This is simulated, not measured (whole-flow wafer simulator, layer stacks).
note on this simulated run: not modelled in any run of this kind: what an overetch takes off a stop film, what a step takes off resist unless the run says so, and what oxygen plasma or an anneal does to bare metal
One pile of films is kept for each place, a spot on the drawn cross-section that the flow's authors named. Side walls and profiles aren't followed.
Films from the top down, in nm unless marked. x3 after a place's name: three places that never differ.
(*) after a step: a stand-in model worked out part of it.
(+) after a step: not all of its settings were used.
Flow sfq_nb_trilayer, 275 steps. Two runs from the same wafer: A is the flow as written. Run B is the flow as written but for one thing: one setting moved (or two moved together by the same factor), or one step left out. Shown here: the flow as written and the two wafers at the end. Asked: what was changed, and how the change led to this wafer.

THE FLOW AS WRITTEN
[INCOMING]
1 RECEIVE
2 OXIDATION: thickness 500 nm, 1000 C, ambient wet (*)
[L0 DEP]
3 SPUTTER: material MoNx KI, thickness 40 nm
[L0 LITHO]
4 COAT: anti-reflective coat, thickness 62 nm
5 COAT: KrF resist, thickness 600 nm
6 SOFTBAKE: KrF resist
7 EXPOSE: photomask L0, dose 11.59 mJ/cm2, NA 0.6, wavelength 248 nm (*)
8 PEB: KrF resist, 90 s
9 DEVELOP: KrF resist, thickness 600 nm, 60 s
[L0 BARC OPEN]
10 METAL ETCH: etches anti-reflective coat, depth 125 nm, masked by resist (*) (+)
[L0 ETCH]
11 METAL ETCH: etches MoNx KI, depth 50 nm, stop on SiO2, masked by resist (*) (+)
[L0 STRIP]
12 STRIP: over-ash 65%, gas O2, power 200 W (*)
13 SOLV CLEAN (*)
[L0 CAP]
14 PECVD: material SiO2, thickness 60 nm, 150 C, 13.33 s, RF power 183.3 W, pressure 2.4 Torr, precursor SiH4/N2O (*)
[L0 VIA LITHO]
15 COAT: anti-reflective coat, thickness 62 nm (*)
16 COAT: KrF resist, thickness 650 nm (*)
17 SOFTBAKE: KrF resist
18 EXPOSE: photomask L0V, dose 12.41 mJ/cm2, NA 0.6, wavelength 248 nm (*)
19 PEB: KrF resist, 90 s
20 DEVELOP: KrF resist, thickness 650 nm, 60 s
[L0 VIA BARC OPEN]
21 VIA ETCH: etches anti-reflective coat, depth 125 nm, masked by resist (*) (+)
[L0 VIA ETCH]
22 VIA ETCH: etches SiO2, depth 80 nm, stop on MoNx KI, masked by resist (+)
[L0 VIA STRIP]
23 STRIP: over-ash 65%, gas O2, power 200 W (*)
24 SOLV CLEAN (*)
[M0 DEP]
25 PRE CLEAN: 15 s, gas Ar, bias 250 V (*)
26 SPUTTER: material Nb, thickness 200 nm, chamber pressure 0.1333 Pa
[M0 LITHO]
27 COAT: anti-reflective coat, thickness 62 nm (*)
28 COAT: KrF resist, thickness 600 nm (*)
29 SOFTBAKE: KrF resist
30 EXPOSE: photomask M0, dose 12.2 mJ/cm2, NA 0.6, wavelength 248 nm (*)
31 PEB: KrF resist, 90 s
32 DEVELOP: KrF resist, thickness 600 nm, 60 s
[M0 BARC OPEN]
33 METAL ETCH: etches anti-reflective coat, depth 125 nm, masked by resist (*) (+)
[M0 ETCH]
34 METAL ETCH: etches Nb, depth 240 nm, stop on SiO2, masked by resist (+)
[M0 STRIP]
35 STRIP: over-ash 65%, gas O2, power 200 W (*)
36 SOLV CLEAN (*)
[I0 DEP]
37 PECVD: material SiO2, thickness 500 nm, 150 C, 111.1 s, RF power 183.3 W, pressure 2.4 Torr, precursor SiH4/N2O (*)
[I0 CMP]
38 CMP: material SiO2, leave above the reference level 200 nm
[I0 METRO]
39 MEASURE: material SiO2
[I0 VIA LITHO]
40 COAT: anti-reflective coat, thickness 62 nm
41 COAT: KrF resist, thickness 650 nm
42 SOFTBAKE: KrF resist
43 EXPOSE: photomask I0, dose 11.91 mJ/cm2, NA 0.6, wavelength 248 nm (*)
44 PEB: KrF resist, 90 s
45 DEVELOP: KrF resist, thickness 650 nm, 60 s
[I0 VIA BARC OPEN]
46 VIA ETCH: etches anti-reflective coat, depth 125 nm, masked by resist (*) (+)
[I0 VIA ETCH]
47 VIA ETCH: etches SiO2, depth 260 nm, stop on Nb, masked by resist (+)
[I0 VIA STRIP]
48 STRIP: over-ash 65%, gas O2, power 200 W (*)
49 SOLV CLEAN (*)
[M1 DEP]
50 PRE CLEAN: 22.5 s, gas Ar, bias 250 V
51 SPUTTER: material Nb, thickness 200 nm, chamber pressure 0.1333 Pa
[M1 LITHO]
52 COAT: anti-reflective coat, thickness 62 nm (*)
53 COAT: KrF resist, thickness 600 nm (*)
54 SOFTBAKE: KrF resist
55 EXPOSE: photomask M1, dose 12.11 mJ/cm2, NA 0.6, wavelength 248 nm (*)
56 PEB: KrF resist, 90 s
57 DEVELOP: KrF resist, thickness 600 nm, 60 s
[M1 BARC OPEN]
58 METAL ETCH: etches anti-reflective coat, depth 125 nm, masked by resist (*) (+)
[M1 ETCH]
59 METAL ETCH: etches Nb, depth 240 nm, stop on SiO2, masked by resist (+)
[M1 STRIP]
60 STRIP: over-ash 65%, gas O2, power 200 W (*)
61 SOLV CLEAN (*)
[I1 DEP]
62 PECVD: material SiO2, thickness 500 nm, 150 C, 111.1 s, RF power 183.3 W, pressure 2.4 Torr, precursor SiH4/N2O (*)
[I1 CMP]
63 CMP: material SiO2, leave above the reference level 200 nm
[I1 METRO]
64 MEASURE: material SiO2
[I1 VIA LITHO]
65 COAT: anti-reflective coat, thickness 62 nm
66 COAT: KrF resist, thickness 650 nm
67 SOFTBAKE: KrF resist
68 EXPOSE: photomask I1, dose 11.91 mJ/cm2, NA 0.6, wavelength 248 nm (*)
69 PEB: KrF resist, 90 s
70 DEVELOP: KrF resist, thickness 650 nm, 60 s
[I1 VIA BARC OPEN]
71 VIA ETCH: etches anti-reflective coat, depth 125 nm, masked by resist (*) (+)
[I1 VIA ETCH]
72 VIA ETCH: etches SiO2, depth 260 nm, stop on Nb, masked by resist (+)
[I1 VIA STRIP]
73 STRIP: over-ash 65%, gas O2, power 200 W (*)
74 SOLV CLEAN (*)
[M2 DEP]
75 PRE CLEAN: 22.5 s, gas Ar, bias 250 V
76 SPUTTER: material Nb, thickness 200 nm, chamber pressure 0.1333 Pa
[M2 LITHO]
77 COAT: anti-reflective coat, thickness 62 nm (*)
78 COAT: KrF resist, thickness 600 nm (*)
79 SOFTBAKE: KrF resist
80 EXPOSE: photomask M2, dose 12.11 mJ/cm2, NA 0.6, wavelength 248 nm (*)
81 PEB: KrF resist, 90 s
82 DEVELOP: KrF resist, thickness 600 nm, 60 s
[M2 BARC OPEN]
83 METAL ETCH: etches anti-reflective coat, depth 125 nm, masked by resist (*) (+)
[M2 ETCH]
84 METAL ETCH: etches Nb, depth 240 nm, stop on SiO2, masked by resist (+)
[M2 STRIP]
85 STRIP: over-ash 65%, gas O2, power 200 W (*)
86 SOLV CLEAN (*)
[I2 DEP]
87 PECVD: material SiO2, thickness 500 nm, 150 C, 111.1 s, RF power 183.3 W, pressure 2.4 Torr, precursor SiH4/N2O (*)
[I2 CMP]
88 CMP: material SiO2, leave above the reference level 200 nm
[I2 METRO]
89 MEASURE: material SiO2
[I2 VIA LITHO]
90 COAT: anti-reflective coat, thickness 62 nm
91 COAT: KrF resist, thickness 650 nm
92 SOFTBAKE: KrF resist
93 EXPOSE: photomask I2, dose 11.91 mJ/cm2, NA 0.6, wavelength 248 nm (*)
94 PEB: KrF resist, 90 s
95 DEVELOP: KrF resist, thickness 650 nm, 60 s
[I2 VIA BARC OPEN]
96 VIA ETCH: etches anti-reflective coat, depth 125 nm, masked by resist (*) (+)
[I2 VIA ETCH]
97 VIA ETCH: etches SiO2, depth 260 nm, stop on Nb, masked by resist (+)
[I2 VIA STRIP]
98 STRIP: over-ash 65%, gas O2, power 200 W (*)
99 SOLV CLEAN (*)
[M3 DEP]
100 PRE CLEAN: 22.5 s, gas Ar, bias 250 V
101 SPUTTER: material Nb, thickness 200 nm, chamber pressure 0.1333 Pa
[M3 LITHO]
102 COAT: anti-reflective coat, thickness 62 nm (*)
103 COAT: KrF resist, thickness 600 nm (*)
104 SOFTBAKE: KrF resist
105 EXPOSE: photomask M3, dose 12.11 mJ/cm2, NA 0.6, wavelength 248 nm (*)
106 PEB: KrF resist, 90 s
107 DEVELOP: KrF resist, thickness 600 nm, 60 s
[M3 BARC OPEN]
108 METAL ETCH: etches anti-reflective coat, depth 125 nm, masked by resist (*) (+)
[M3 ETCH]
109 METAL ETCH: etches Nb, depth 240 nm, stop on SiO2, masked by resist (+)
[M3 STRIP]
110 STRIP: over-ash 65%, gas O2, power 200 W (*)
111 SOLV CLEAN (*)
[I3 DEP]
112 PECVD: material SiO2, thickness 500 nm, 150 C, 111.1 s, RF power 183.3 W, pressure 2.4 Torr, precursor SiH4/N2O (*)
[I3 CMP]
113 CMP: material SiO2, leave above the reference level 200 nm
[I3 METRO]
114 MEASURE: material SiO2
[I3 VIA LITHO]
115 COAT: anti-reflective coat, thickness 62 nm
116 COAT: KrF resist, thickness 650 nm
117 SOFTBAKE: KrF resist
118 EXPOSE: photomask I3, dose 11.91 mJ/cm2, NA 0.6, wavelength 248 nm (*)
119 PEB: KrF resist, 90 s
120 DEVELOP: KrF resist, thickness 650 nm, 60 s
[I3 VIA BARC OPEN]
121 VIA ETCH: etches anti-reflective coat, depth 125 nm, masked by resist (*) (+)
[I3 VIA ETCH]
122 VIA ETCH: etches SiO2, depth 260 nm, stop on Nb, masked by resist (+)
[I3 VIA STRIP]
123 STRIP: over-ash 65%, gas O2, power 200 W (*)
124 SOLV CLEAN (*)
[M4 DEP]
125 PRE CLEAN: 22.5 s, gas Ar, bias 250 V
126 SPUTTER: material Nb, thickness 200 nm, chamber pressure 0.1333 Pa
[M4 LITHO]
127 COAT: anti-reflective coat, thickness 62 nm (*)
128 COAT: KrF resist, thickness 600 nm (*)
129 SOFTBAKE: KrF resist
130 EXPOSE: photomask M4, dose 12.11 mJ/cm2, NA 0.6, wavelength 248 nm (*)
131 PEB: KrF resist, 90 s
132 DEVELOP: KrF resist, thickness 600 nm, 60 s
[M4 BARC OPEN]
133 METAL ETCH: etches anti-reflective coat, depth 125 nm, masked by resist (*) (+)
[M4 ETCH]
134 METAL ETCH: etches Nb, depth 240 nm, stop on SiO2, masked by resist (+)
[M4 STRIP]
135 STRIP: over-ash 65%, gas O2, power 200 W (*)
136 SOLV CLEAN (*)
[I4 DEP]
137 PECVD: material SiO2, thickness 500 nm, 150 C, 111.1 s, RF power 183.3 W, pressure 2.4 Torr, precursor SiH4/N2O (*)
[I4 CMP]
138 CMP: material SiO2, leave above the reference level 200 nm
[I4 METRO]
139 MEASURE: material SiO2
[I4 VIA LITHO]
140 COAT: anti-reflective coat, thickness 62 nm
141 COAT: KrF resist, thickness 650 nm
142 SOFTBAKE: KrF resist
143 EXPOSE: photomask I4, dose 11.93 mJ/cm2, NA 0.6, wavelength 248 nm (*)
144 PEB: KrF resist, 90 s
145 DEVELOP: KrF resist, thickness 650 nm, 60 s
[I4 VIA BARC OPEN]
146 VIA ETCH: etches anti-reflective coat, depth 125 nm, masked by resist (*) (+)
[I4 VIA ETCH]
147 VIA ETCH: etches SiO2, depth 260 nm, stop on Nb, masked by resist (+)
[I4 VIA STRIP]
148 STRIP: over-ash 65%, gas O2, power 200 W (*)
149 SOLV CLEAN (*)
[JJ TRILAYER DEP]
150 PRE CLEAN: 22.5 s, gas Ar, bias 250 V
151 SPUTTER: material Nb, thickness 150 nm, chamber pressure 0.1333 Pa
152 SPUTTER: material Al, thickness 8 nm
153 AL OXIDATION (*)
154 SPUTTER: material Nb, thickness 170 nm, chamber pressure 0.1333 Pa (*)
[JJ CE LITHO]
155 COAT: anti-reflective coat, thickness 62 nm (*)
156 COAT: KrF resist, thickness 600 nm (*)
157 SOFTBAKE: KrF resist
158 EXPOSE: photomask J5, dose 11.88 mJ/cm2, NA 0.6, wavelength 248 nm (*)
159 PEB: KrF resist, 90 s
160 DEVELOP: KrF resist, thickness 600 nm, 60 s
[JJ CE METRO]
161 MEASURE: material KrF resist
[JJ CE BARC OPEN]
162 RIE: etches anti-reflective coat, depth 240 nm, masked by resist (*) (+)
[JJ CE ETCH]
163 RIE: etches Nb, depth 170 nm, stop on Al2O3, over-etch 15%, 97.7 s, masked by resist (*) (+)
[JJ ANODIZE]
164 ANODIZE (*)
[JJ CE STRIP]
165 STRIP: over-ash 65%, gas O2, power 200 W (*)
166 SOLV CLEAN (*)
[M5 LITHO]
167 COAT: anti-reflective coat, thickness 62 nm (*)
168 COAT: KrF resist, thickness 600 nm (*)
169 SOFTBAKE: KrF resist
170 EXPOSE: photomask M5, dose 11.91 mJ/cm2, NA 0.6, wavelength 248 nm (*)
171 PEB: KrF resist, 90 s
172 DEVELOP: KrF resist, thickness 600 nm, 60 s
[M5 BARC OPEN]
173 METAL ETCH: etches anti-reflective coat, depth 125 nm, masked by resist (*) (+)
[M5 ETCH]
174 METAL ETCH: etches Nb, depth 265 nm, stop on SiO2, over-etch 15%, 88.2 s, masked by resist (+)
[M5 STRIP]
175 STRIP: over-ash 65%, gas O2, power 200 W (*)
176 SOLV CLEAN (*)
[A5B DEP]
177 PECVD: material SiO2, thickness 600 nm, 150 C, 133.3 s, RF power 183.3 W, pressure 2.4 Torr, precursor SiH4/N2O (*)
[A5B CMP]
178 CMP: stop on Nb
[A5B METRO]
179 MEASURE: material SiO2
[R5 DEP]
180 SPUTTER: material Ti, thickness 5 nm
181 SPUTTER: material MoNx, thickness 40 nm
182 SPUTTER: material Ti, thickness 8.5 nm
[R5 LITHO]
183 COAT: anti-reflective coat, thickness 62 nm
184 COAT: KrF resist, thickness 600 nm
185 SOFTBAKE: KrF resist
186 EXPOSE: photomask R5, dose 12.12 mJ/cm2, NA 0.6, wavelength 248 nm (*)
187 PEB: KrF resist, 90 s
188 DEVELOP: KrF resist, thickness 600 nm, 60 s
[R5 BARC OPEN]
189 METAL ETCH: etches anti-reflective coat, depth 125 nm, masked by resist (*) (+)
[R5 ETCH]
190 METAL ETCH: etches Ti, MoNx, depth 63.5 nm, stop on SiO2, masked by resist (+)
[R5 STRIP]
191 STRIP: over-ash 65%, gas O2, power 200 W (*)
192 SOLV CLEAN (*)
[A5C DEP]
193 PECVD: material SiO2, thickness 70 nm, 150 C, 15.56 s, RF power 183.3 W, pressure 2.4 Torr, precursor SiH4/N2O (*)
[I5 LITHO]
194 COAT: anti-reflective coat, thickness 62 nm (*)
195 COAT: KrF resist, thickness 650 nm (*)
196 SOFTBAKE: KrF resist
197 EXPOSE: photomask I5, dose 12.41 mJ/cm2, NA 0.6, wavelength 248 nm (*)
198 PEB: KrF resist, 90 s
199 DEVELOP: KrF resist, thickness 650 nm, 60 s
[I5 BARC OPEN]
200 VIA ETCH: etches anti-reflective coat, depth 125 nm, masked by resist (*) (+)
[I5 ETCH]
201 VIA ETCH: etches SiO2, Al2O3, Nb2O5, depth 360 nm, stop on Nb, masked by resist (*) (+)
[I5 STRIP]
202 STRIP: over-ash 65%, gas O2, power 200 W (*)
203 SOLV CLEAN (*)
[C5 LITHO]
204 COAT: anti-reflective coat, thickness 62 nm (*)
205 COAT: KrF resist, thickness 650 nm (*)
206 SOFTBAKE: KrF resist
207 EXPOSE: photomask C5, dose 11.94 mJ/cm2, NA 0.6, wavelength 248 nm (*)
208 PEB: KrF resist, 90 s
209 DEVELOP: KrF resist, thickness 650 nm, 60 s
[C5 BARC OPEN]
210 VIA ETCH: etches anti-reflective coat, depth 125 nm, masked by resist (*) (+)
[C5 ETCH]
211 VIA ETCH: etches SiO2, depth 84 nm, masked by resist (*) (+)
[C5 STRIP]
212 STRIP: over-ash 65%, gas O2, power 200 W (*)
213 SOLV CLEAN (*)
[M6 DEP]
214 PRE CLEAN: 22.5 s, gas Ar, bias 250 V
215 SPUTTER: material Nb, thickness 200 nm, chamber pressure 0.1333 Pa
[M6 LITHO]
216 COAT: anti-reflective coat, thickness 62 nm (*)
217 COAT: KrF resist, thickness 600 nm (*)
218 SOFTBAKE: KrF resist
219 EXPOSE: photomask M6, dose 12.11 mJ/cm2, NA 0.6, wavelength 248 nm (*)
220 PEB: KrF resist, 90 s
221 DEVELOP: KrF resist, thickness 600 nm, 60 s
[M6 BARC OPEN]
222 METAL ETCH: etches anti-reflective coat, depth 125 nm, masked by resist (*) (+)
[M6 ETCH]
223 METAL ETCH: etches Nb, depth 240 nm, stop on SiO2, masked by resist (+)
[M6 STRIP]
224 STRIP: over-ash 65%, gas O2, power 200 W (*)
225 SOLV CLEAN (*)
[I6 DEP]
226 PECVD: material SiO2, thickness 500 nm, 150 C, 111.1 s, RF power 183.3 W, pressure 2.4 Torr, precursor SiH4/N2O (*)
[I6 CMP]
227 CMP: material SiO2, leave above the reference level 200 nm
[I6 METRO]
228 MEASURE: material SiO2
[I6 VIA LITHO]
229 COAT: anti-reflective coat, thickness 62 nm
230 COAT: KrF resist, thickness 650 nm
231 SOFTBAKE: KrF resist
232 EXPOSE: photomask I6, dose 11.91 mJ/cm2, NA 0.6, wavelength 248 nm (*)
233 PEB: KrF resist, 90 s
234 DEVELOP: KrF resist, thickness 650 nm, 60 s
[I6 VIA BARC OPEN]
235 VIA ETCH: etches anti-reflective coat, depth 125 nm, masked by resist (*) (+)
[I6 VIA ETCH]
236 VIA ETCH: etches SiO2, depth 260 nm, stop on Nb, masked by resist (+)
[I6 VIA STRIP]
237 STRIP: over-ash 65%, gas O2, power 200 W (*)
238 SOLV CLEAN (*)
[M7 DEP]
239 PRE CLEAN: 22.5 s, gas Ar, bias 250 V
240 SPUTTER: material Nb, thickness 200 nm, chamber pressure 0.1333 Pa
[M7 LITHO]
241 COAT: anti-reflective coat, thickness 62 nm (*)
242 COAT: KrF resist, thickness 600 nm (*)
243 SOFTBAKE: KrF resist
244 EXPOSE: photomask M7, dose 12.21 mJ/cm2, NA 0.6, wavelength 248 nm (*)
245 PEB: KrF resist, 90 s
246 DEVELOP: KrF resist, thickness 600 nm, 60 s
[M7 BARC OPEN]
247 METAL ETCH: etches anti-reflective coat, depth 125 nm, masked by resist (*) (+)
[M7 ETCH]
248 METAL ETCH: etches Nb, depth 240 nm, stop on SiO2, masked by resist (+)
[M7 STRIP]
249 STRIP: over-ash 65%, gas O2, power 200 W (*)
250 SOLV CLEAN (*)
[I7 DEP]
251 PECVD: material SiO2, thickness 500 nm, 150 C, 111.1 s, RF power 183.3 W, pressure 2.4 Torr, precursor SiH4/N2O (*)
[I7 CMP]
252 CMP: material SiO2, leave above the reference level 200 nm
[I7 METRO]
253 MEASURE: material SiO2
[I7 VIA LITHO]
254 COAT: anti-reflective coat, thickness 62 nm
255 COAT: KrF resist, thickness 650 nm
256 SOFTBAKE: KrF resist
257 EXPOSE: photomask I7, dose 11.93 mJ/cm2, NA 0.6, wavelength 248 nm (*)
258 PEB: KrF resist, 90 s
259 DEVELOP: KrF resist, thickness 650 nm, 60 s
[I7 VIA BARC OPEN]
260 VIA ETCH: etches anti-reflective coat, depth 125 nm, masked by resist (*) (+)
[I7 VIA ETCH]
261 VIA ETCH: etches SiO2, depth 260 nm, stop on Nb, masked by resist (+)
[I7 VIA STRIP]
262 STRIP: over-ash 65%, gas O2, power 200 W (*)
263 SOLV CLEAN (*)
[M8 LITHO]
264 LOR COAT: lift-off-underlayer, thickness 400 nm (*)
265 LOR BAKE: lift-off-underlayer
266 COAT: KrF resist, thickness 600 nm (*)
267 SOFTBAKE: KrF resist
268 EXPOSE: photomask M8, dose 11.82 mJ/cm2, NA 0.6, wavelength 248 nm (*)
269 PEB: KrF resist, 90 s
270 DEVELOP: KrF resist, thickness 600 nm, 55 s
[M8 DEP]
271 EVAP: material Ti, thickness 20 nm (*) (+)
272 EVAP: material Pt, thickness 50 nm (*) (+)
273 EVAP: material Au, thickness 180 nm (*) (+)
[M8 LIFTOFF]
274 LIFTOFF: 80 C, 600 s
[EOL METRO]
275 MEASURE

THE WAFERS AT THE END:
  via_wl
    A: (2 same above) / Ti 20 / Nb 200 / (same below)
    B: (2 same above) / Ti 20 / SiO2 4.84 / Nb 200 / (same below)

The cause: step 261, VIA ETCH: depth 195 nm was run, where the flow has depth 260 nm.

How the change led to this, step by step:
  261 VIA ETCH: etches SiO2, depth 260 nm, stop on Nb, masked by resist (+)
      via_wl, via_w, via_wr: A SiO2 -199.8 (all of it) | B SiO2 -195
      field_l, v_sur, via_sp and 100 more: A KrF resist -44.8 | B KrF resist -33.6
  262 STRIP: over-ash 65%, gas O2, power 200 W (*)
      field_l, v_sur, via_sp and 100 more: A KrF resist -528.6 (all of it), anti-reflective coat -62 (all of it) | B KrF resist -539.8 (all of it), anti-reflective coat -62 (all of it)
Counting metal films that touch as one body, via_wl has 8 bodies (between them, from the top down: SiO2 4.84; SiO2 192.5; SiO2 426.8 / Al2O3 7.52 / Nb2O5 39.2; SiO2 192.5; SiO2 192.5; SiO2 192.5; SiO2 192.5); the flow as written gives 7 bodies (between them, from the top down: SiO2 192.5; SiO2 426.8 / Al2O3 7.52 / Nb2O5 39.2; SiO2 192.5; SiO2 192.5; SiO2 192.5; SiO2 192.5).
